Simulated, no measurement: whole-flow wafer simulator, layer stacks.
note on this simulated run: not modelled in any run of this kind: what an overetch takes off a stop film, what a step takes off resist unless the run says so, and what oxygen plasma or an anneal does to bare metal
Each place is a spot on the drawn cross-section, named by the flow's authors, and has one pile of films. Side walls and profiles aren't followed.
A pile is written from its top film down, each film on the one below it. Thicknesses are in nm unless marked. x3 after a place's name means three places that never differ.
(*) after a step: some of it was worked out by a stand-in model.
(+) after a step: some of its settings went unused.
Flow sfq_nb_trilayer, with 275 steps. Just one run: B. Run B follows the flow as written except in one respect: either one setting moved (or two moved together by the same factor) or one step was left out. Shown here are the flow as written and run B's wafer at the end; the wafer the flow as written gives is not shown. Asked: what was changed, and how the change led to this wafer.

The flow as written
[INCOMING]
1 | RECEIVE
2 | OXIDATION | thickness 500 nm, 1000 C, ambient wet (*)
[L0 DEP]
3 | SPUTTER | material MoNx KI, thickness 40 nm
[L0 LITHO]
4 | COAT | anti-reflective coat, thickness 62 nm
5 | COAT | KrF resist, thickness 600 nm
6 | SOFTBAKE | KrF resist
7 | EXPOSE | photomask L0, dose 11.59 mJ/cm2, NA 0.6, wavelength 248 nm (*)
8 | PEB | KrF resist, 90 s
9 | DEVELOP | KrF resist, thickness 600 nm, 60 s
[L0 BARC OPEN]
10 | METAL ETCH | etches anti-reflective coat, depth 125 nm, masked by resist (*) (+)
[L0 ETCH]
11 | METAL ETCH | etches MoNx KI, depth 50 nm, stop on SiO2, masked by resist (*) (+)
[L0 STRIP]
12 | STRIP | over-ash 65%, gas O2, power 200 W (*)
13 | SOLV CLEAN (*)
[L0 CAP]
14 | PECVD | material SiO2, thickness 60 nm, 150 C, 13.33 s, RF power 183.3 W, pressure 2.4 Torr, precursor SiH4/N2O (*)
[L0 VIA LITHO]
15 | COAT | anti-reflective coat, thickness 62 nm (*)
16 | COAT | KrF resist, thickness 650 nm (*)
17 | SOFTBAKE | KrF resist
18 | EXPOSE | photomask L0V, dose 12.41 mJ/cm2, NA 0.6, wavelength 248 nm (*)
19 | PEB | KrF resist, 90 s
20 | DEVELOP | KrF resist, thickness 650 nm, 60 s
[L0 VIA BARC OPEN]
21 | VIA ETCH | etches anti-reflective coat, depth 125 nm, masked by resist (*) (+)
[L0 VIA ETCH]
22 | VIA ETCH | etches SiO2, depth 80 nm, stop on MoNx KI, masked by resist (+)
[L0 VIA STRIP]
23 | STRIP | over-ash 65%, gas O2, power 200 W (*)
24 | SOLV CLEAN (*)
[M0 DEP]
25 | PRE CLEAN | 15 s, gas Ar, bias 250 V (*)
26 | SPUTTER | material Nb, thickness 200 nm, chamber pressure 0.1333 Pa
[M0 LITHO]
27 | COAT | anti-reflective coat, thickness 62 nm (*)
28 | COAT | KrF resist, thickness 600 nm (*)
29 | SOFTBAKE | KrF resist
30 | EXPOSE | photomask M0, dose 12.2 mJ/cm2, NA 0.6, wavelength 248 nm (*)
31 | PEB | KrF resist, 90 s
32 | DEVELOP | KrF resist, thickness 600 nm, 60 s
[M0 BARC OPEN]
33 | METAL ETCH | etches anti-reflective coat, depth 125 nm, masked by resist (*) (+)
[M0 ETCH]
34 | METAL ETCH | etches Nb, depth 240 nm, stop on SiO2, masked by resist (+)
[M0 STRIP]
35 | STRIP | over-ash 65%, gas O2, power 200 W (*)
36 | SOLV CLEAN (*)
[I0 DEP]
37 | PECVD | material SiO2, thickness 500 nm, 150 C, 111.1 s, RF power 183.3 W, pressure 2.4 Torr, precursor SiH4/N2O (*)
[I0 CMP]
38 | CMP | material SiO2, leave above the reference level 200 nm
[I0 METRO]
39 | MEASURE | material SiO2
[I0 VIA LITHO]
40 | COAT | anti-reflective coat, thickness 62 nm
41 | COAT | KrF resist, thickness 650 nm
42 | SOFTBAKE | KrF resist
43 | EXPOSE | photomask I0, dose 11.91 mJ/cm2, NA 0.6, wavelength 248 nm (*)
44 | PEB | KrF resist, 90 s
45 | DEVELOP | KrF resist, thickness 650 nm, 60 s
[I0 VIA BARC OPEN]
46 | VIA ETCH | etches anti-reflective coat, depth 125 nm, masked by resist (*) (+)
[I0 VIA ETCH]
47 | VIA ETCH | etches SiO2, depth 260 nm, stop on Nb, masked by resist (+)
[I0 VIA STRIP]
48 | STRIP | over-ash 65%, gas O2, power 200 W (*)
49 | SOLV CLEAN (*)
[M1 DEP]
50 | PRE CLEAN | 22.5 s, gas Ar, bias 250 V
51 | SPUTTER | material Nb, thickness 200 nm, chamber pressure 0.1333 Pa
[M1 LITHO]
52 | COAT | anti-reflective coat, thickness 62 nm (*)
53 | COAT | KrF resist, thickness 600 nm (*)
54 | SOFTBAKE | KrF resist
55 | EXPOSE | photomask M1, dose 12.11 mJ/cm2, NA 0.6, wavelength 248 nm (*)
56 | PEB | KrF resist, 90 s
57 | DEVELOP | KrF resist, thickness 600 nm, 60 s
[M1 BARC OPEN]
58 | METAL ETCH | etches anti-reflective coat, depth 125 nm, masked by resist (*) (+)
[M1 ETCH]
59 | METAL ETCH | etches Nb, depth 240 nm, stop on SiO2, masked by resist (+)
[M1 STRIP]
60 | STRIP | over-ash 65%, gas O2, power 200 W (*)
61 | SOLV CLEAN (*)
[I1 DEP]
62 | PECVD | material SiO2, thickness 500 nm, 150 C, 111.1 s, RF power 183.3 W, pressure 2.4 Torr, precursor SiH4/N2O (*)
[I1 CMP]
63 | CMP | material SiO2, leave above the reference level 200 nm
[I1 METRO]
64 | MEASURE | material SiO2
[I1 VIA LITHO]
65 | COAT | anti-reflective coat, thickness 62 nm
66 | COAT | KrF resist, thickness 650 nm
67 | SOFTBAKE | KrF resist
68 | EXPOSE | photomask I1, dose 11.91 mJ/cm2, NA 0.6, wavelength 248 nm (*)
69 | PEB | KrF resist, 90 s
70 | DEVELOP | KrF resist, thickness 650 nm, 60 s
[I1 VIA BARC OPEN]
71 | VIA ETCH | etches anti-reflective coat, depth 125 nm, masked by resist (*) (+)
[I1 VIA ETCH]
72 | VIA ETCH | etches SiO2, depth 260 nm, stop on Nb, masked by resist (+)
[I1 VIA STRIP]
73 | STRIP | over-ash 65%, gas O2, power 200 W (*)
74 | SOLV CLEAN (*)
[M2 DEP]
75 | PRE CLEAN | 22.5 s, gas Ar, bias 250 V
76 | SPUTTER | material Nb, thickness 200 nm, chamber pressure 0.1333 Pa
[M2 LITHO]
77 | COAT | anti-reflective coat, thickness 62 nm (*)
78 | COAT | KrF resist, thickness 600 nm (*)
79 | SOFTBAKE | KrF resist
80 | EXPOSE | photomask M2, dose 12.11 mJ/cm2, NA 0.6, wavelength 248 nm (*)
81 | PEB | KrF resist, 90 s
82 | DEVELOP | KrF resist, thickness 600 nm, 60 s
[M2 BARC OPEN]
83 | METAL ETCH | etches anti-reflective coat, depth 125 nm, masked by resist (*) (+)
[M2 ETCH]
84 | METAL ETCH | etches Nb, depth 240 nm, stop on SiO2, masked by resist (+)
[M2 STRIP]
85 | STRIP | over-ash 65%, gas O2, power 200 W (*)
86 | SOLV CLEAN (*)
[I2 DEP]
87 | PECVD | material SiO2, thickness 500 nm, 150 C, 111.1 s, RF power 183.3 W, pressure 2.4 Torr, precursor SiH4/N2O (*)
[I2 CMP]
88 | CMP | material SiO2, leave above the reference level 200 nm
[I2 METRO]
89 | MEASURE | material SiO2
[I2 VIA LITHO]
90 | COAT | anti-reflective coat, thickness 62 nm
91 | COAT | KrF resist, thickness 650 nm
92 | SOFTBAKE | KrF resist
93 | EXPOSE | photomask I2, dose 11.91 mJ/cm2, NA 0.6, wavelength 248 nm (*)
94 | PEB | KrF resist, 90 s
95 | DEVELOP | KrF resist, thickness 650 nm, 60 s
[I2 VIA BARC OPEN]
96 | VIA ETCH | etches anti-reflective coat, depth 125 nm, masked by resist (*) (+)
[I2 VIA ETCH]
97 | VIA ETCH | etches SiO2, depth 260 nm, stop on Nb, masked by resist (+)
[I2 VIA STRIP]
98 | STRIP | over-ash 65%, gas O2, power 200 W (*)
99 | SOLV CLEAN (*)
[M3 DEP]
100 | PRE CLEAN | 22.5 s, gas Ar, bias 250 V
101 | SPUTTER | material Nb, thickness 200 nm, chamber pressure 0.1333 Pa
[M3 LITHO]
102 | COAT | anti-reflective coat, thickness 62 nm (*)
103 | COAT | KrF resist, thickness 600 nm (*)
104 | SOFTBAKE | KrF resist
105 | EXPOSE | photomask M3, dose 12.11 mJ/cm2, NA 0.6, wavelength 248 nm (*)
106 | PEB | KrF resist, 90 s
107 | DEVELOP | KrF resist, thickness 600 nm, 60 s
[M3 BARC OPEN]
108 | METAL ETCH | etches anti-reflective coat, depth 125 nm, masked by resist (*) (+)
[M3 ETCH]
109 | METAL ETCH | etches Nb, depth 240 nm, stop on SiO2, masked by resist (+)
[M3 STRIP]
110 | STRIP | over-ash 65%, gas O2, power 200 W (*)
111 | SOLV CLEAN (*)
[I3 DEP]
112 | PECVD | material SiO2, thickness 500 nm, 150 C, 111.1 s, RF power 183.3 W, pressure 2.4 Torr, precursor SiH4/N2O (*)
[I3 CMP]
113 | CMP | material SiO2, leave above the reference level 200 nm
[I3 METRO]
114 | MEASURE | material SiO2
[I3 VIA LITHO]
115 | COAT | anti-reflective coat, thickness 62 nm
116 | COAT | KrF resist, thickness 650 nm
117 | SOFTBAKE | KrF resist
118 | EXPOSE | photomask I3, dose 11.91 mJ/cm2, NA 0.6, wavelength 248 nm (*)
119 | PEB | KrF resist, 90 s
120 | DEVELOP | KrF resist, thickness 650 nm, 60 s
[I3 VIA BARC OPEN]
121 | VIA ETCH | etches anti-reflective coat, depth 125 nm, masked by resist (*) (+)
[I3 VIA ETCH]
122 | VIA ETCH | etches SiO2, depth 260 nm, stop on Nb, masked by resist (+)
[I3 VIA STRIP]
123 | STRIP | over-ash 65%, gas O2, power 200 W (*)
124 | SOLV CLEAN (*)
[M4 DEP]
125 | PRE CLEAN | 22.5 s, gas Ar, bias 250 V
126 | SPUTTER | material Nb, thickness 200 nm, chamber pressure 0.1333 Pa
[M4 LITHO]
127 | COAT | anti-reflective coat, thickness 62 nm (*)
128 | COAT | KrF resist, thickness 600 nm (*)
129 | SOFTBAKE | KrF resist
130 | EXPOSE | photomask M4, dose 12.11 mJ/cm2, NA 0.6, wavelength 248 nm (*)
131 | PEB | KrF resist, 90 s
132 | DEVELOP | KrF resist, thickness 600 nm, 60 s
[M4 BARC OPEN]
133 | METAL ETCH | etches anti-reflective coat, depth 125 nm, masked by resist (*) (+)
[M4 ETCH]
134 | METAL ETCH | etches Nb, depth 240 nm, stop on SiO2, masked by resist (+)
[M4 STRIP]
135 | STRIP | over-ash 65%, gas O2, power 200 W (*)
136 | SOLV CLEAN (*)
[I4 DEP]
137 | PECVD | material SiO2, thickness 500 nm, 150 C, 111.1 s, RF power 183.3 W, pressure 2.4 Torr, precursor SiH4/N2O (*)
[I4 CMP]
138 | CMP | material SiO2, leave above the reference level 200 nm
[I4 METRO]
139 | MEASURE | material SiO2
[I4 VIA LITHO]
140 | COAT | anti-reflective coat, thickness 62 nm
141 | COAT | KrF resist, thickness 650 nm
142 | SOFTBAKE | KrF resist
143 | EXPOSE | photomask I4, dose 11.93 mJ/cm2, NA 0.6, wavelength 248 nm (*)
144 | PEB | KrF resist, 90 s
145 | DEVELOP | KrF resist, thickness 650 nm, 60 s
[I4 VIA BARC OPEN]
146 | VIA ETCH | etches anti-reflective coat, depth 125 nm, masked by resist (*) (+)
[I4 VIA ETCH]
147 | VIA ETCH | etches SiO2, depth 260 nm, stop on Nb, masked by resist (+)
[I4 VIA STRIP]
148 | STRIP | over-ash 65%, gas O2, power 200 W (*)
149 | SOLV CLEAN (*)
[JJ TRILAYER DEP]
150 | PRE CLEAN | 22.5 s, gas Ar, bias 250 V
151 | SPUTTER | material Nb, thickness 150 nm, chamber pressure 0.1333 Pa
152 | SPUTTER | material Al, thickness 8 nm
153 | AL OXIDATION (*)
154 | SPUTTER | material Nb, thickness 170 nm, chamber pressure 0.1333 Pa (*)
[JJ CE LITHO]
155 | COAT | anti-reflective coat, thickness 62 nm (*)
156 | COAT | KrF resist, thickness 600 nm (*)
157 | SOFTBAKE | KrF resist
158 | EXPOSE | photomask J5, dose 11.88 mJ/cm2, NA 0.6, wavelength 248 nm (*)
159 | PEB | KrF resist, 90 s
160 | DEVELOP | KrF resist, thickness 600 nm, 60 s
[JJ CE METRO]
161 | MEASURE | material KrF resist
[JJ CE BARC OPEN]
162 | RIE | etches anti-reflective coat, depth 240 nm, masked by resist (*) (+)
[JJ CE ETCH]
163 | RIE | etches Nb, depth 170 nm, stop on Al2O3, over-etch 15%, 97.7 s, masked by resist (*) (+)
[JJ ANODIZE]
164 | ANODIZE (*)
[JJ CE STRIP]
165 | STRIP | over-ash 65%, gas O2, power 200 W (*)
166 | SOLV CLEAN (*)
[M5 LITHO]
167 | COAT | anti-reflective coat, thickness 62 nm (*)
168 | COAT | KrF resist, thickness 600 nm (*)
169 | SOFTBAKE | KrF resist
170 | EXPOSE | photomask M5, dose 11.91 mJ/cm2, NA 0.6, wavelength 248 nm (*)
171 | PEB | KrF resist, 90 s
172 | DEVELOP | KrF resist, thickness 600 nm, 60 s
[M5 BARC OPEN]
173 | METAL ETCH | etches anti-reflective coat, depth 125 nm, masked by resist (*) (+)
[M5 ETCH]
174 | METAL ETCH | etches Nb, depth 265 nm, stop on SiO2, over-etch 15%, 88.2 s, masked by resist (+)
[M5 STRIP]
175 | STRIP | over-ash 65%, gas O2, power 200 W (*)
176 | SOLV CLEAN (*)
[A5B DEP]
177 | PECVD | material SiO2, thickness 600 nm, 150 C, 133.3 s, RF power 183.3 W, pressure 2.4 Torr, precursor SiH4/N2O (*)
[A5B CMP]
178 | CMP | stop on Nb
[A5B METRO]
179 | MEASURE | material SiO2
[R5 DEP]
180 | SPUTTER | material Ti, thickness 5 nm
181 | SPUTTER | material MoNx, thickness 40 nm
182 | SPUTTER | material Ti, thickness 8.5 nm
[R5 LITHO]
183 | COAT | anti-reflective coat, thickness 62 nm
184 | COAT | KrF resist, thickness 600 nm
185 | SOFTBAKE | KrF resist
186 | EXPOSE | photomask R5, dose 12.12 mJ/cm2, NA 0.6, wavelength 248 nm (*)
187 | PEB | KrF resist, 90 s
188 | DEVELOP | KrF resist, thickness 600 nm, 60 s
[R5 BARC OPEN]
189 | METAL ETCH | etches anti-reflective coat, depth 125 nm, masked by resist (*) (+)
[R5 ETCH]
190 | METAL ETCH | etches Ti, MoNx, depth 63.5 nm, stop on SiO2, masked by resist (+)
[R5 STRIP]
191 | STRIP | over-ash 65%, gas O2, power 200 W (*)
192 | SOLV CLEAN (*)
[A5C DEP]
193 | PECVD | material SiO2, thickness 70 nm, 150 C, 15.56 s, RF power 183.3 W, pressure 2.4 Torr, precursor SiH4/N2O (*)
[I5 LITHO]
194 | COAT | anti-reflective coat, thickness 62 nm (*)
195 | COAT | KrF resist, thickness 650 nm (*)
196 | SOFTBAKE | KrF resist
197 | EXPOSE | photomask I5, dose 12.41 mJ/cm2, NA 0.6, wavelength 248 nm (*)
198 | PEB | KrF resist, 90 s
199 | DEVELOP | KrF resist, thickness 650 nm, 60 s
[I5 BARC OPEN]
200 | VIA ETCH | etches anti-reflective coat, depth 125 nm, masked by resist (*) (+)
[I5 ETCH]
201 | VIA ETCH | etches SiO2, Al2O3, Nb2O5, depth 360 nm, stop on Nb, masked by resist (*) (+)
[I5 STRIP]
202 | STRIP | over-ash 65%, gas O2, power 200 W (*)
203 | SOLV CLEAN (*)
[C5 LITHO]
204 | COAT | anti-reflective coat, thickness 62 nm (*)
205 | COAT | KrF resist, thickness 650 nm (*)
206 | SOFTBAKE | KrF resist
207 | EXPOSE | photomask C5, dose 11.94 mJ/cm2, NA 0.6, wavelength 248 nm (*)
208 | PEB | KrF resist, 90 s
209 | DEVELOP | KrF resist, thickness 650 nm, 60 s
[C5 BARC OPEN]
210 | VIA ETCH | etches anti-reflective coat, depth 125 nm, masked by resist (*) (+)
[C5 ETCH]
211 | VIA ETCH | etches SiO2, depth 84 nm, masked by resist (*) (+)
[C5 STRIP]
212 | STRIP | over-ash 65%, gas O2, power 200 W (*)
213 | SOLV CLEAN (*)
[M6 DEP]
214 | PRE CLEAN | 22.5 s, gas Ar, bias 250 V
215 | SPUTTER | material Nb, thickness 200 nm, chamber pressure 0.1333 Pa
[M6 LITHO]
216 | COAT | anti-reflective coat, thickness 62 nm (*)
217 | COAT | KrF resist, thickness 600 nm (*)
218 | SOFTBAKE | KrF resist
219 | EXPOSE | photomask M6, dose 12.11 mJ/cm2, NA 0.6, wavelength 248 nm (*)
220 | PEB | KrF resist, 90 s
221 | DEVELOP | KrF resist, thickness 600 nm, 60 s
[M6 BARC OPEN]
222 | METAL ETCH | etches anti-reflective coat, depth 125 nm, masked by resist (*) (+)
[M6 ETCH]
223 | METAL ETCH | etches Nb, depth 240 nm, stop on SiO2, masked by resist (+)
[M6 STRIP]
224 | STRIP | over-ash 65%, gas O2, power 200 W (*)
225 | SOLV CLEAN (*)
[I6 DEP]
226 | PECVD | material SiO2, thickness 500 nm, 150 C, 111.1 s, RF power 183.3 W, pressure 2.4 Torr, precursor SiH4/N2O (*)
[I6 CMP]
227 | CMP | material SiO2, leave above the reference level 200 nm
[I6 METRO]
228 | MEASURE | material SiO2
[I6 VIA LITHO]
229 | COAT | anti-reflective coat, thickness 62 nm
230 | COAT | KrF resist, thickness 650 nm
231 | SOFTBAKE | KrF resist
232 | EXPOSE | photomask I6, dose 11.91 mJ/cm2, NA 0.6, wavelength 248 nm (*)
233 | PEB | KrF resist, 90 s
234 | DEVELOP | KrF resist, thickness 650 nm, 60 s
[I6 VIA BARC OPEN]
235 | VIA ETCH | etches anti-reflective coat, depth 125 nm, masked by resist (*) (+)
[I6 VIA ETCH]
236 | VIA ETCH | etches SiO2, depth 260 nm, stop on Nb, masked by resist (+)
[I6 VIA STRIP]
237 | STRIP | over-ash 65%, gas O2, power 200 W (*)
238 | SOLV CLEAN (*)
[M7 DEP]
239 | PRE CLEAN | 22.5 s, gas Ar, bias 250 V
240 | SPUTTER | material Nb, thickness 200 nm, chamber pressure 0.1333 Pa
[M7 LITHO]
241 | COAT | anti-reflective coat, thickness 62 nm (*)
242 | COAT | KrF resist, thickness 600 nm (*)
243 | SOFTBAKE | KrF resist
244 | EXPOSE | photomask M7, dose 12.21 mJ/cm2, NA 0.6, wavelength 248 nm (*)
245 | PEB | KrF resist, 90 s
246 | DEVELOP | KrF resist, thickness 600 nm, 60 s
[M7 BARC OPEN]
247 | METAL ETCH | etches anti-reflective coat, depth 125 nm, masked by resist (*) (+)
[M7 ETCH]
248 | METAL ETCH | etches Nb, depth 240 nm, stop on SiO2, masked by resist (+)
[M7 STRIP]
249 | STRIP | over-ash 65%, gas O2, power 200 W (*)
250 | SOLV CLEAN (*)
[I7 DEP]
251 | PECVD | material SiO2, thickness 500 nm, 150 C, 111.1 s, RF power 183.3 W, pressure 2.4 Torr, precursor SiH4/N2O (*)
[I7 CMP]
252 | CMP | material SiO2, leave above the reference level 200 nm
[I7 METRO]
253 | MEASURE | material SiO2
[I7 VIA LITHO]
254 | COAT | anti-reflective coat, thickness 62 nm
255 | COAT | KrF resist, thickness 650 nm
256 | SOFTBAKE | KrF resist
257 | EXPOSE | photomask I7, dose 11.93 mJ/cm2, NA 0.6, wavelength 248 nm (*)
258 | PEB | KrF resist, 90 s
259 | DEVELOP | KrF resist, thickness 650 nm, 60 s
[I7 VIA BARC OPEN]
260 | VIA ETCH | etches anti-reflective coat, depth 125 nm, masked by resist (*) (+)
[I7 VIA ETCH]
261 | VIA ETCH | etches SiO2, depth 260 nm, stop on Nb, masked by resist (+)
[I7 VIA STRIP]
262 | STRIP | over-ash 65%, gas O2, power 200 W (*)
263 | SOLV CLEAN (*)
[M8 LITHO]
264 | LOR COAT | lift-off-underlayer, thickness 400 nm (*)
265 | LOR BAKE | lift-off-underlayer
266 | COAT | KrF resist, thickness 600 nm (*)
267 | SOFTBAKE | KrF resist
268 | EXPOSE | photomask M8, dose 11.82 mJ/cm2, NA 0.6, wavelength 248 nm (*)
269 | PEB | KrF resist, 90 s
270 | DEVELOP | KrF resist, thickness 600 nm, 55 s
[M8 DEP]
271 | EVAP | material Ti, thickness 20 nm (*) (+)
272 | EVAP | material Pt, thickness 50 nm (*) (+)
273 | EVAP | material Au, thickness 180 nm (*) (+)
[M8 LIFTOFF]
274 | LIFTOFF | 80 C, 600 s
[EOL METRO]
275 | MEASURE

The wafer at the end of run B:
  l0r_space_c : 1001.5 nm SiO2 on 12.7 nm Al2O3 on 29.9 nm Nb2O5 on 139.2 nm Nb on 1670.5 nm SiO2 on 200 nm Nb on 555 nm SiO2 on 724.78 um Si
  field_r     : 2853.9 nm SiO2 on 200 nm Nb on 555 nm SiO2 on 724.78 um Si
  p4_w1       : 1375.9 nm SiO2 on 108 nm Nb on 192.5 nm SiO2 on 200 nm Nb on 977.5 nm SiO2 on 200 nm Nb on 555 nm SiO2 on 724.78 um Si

The reason: step 126, SPUTTER: thickness 108 nm was run, while the flow as written has thickness 200 nm.
The wafer lets one read it off: p4_w1 has Nb 108, and step 126 as written asks for 200 nm.

The path from the change to this, step by step:
  126 | SPUTTER | material Nb, thickness 200 nm, chamber pressure 0.1333 Pa
      field_l, v_sur, via_wl and 102 more: +108 Nb (new film) (as written it would have been: +200 Nb (new film))
      via_v: +89 Nb (as written it would have been: +165.5 Nb)
  127 | COAT | anti-reflective coat, thickness 62 nm (*)
      via_v: +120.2 anti-reflective coat (new film) (as written it would have been: +124.8 anti-reflective coat (new film))
  134 | METAL ETCH | etches Nb, depth 240 nm, stop on SiO2, masked by resist (+)
      field_l, be, be_sur and 64 more: -108 Nb (all of it) (as written it would have been: -200 Nb (all of it))
      v_sur, via_wl, via_w and 36 more: -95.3 KrF resist (as written it would have been: -141.2 KrF resist)
  135 | STRIP | over-ash 65%, gas O2, power 200 W (*)
      p4_fl, p4_fm, p4_w1 and 26 more: -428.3 KrF resist (all of it), -62 anti-reflective coat (all of it) (as written it would have been: -382.4 KrF resist (all of it), -62 anti-reflective coat (all of it))
      ln_m5, lsp_m, ln_m6: -427.8 KrF resist (all of it), -61.8 anti-reflective coat (all of it) (as written it would have been: -381.9 KrF resist (all of it), -61.8 anti-reflective coat (all of it))
      (and at 7 other places as well)
  137 | PECVD | material SiO2, thickness 500 nm, 150 C, 111.1 s, RF power 183.3 W, pressure 2.4 Torr, precursor SiH4/N2O (*)
      p3_s0, p3_s1, p3_s2, p3_s3, p3_s4, p3_s5: +500 SiO2 (as written it would have been: +557.1 SiO2)
      via_v: +589.5 SiO2 (new film) (as written it would have been: +615 SiO2 (new film))
  138 | CMP | material SiO2, leave above the reference level 200 nm
      field_l, be, be_sur and 55 more: -192 SiO2 (as written it would have been: -100 SiO2)
      p3_s0, p3_s1, p3_s2, p3_s3, p3_s4, p3_s5: -192 SiO2 (as written it would have been: -157.1 SiO2)
      (and at 4 other places as well)
